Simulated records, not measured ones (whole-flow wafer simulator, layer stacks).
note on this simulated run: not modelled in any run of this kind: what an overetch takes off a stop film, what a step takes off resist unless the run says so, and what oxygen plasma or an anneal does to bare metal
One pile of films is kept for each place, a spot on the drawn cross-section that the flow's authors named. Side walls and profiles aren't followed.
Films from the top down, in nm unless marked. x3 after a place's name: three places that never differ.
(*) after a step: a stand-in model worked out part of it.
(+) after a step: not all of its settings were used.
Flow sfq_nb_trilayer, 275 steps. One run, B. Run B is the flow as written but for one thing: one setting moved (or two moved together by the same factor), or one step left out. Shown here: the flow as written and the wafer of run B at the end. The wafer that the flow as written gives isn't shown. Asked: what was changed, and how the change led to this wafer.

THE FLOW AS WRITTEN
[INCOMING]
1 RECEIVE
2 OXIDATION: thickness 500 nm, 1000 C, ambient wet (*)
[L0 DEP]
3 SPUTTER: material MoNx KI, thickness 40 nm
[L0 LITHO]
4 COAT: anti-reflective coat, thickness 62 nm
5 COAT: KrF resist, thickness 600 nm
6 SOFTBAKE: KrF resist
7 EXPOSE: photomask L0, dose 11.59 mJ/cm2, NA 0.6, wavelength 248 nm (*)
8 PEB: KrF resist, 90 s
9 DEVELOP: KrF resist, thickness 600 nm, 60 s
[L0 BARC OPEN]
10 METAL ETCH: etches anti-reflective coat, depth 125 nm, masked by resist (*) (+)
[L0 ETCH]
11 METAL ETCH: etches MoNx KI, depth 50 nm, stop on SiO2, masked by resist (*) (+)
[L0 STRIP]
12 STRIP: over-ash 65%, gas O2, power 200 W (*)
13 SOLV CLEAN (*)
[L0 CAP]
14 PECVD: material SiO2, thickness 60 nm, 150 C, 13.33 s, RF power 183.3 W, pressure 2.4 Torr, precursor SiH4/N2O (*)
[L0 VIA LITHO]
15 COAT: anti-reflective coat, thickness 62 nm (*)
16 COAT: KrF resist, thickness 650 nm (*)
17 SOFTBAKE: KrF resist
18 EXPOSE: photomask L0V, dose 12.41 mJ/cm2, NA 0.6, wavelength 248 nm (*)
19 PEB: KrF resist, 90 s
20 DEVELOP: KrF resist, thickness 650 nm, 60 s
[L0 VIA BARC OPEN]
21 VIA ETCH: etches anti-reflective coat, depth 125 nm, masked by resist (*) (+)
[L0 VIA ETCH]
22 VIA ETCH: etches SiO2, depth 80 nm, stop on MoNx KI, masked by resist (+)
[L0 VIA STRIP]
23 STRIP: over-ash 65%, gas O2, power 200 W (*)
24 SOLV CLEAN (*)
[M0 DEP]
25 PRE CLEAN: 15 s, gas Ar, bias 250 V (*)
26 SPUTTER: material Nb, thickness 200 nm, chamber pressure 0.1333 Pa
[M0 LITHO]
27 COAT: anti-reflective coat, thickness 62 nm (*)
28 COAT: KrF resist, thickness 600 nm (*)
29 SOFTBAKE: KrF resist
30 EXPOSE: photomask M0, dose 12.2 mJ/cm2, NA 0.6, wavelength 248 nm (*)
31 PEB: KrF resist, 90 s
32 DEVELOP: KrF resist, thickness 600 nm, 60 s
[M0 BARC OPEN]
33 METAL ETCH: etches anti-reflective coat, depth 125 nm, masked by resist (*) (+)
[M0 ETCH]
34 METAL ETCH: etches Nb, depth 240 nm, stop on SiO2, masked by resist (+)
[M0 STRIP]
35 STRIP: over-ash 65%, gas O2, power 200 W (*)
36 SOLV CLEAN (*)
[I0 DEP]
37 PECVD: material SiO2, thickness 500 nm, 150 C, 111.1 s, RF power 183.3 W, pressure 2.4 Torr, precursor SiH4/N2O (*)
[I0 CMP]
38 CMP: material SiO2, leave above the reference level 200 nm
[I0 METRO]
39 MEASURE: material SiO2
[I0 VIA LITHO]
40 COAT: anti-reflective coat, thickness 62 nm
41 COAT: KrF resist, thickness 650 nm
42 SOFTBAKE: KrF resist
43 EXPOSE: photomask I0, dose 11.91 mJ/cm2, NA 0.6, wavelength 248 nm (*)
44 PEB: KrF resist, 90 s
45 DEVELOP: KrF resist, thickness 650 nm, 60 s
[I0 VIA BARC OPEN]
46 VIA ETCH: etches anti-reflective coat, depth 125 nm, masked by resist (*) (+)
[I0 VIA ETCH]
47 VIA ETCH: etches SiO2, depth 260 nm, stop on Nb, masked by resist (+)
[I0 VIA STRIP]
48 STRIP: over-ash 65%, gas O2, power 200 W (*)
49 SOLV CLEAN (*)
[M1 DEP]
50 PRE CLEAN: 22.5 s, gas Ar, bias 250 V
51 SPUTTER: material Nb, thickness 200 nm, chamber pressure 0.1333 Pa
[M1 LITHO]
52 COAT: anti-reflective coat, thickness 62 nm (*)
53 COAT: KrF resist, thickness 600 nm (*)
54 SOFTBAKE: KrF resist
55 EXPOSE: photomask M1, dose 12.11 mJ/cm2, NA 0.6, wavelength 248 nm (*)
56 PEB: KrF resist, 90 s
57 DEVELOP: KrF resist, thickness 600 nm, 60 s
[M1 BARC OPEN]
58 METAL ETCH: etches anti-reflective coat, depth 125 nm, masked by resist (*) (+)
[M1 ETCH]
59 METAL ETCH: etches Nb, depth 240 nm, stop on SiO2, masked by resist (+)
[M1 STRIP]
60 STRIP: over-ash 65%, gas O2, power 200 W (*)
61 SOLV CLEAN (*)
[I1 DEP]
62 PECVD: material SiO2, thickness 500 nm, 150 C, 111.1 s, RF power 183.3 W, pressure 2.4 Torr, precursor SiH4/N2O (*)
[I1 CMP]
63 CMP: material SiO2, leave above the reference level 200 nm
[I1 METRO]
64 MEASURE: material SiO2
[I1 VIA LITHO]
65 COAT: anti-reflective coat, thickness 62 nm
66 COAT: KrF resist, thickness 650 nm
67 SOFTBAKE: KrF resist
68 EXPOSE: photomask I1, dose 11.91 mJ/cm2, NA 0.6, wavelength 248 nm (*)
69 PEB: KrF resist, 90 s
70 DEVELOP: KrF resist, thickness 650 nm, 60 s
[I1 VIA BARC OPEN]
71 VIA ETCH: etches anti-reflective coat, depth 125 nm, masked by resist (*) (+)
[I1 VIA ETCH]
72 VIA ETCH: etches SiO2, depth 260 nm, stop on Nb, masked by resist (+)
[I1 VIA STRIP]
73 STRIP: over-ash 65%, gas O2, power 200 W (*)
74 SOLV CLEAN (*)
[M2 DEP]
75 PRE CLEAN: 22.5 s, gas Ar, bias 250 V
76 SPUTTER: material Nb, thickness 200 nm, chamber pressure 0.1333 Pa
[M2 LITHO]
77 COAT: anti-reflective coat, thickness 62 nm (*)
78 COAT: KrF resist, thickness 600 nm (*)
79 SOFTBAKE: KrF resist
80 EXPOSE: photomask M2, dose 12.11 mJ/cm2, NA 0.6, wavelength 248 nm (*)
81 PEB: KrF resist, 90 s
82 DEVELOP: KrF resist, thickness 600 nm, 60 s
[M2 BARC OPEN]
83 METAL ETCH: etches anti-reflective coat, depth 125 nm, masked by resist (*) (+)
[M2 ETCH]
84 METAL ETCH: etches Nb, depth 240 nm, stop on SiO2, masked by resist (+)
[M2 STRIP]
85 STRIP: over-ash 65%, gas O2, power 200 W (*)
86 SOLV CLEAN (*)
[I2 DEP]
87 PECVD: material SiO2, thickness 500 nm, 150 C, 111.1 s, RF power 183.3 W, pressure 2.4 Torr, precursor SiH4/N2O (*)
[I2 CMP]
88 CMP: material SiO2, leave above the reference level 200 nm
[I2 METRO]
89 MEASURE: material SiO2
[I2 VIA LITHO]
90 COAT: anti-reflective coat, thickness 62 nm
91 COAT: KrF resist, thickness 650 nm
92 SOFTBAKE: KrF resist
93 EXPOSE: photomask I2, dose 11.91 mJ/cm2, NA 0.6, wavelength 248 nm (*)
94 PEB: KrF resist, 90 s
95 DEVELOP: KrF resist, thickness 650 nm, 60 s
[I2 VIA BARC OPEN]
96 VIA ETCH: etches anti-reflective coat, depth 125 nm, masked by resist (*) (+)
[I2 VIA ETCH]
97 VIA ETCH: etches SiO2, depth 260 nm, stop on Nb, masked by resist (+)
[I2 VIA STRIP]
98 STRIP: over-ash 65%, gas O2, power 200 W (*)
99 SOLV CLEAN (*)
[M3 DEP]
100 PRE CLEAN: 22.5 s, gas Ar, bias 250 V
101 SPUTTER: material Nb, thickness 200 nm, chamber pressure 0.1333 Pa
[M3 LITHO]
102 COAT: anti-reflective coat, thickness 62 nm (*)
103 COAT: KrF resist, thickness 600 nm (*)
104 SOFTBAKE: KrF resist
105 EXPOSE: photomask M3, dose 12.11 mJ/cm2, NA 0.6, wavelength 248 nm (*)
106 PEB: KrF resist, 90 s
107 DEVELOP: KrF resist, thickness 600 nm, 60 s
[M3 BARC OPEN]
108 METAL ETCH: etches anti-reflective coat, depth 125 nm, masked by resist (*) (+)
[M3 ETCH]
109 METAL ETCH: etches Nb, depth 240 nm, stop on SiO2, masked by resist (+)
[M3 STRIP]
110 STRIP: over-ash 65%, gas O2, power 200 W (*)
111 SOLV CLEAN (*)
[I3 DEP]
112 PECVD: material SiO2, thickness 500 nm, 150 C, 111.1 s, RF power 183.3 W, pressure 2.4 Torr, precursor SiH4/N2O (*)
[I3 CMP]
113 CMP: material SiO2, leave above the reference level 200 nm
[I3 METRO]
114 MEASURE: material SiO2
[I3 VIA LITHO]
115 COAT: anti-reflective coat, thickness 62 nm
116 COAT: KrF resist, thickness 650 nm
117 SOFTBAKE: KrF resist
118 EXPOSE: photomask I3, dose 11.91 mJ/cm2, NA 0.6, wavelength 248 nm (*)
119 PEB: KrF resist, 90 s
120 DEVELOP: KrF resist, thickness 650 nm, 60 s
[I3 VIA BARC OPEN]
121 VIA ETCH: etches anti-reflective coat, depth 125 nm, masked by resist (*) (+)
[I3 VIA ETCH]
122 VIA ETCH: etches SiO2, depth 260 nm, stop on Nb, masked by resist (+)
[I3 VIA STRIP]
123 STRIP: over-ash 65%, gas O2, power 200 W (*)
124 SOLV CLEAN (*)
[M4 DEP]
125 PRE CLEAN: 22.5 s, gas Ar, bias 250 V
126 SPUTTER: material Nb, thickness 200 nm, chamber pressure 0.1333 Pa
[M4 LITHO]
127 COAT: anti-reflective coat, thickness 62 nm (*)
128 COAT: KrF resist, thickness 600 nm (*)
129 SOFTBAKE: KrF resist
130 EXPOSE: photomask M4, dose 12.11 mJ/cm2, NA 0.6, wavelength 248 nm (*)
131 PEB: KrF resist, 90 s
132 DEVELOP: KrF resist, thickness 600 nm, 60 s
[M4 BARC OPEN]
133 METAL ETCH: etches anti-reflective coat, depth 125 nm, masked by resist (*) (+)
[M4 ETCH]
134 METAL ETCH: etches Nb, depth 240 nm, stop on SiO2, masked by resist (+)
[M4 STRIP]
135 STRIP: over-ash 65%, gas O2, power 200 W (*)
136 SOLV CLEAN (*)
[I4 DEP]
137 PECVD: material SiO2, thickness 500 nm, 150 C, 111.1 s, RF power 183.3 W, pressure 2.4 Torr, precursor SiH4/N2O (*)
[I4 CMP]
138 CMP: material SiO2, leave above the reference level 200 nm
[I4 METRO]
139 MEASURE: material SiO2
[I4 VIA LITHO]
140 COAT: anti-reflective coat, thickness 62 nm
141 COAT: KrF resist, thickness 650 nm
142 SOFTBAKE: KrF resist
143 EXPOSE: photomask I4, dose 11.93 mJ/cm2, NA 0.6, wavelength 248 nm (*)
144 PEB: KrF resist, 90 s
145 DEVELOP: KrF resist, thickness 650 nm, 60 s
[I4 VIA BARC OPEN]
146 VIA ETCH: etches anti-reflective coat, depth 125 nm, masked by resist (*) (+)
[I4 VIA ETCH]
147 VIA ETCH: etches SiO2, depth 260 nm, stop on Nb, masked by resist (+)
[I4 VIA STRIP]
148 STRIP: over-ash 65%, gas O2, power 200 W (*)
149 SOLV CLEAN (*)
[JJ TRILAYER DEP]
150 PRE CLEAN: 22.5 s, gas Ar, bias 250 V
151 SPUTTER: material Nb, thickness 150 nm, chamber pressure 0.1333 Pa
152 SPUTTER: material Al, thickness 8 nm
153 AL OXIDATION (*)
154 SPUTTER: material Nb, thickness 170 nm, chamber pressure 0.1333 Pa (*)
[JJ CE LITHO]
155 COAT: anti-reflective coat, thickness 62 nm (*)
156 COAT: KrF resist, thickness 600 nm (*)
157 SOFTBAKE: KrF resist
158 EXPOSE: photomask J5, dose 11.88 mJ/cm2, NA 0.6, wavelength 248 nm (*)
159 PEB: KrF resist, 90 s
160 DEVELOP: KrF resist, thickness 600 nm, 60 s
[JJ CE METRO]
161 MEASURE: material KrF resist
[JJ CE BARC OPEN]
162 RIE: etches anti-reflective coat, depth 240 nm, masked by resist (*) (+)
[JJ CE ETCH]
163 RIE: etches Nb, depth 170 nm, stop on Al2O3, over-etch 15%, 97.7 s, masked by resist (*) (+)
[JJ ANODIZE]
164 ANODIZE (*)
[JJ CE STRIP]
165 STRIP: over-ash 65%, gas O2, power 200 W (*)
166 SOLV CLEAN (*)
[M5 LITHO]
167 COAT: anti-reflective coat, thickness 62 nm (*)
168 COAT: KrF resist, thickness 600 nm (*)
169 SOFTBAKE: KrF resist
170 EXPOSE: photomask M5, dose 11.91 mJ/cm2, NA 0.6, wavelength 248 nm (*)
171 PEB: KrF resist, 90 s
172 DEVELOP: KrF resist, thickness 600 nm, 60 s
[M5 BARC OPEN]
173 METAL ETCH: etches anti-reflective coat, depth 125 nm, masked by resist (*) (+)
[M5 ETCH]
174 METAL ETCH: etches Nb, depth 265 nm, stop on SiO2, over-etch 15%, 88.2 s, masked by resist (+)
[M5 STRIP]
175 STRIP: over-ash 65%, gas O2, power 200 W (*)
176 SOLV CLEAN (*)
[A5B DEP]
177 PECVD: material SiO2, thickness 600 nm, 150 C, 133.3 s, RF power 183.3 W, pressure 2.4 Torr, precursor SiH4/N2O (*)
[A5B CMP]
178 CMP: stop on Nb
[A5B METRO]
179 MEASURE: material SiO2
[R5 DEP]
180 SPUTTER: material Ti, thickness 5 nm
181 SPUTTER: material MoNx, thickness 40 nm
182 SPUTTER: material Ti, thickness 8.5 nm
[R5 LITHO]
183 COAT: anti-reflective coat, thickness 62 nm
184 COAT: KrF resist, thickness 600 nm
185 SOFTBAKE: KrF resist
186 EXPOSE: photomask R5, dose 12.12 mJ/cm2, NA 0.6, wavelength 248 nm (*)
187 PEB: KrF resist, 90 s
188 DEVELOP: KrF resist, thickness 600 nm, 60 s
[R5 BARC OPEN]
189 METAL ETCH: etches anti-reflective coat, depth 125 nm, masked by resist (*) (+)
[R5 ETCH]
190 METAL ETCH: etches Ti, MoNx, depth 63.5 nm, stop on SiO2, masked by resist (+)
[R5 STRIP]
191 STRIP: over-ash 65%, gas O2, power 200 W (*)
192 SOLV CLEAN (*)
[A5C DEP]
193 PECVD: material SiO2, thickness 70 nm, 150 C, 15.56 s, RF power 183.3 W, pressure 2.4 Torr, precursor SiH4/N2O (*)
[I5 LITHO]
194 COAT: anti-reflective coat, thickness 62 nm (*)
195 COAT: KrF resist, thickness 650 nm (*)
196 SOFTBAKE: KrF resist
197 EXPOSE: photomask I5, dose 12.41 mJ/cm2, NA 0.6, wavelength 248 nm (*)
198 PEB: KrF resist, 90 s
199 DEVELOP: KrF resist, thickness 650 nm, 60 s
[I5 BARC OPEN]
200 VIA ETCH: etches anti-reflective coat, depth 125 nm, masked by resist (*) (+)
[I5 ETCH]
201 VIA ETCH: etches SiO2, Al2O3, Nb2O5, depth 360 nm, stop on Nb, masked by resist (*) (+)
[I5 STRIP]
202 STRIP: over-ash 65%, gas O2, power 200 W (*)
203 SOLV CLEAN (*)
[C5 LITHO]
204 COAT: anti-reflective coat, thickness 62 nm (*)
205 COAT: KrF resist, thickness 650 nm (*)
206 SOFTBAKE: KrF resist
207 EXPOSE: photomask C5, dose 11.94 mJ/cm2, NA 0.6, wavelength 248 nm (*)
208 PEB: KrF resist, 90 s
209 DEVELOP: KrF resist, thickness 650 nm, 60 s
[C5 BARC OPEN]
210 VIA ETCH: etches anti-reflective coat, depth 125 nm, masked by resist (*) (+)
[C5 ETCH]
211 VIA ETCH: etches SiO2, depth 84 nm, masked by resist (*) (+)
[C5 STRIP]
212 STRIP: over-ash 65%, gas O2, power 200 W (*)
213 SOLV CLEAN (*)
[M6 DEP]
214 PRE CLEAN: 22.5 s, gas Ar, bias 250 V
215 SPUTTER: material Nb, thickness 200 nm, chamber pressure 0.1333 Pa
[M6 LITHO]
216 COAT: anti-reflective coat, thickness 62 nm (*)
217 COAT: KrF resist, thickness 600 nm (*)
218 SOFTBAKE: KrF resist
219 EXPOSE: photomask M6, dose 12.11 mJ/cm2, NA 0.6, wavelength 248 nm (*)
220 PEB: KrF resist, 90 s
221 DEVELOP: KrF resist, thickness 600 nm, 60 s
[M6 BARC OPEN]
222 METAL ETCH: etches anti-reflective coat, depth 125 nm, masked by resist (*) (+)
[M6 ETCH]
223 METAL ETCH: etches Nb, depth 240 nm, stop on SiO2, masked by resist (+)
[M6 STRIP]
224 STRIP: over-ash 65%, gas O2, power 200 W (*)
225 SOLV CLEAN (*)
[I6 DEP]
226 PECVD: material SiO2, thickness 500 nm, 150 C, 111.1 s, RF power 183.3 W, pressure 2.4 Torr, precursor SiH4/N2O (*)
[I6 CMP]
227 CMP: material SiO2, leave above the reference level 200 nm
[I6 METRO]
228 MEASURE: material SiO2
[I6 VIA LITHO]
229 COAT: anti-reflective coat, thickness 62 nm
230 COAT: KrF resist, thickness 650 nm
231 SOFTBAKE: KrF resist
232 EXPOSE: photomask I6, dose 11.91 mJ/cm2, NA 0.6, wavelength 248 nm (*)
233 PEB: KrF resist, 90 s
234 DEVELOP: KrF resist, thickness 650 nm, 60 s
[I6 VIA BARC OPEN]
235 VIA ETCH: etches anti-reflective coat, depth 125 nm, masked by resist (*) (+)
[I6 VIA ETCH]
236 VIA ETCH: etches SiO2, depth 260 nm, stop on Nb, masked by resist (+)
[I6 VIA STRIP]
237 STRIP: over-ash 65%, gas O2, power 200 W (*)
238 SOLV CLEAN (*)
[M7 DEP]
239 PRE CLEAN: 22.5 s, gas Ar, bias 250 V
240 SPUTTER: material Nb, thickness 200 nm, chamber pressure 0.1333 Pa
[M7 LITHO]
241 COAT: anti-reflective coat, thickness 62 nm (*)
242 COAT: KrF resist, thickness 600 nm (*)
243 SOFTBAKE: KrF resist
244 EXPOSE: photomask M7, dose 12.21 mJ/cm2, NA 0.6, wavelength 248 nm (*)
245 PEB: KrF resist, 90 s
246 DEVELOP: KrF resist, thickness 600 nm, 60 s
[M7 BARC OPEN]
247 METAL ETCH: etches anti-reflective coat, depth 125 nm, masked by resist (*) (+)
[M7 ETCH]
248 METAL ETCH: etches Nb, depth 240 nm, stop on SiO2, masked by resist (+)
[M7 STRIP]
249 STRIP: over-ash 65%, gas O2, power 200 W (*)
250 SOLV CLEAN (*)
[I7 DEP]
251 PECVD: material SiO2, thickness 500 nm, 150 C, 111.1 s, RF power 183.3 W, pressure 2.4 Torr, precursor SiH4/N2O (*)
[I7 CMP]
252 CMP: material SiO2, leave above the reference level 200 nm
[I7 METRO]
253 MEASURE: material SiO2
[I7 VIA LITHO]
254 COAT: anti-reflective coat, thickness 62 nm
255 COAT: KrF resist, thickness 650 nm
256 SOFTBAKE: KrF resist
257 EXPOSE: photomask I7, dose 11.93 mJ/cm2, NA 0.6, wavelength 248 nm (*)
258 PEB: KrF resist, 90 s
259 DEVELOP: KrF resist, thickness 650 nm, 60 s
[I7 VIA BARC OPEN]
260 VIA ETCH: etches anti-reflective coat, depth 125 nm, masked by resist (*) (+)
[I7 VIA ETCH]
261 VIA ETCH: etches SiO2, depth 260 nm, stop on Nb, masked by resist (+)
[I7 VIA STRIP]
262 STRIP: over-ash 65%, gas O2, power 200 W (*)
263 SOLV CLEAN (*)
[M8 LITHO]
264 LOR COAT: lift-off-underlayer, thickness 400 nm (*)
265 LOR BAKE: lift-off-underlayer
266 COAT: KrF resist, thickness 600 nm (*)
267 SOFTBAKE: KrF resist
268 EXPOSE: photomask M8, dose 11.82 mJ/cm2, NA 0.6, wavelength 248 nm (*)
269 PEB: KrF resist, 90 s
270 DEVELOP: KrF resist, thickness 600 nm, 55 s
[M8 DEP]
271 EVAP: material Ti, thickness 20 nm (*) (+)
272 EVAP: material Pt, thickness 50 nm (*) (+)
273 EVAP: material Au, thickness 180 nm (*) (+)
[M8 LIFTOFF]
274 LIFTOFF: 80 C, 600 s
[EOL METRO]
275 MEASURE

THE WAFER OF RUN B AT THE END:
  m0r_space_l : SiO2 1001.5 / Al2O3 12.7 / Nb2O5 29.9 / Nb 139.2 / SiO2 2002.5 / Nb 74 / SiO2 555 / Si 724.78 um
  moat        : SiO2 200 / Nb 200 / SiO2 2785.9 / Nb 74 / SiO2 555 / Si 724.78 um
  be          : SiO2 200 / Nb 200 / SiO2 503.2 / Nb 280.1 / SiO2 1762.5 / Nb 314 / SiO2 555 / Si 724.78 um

The cause: step 26, SPUTTER: thickness 314 nm was run, where the flow has thickness 200 nm.
It can be read off the wafer: be has Nb 314, and step 26 as written asks for 200 nm.

How the change led to this, step by step:
  26 SPUTTER: material Nb, thickness 200 nm, chamber pressure 0.1333 Pa
      field_l, v_sur, via_wl and 102 more: Nb +314 (new film) (as written it would be: Nb +200 (new film))
      l0v: Nb +310 (new film) (as written it would be: Nb +195.7 (new film))
  34 METAL ETCH: etches Nb, depth 240 nm, stop on SiO2, masked by resist (+)
      moat, m0r_space_l, m0r_space_r: Nb -240 (as written it would be: Nb -200 (all of it))
  37 PECVD: material SiO2, thickness 500 nm, 150 C, 111.1 s, RF power 183.3 W, pressure 2.4 Torr, precursor SiH4/N2O (*)
      moat, m0r_space_l, m0r_space_r: SiO2 +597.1 (new film) (as written it would be: SiO2 +557.1)
Counting metal films that touch as one body, m0r_space_l has 2 bodies (between them, from the top down: SiO2 2002.5); the flow as written gives 1 body.
Counting metal films that touch as one body, moat has 2 bodies (between them, from the top down: SiO2 2785.9); the flow as written gives 1 body.
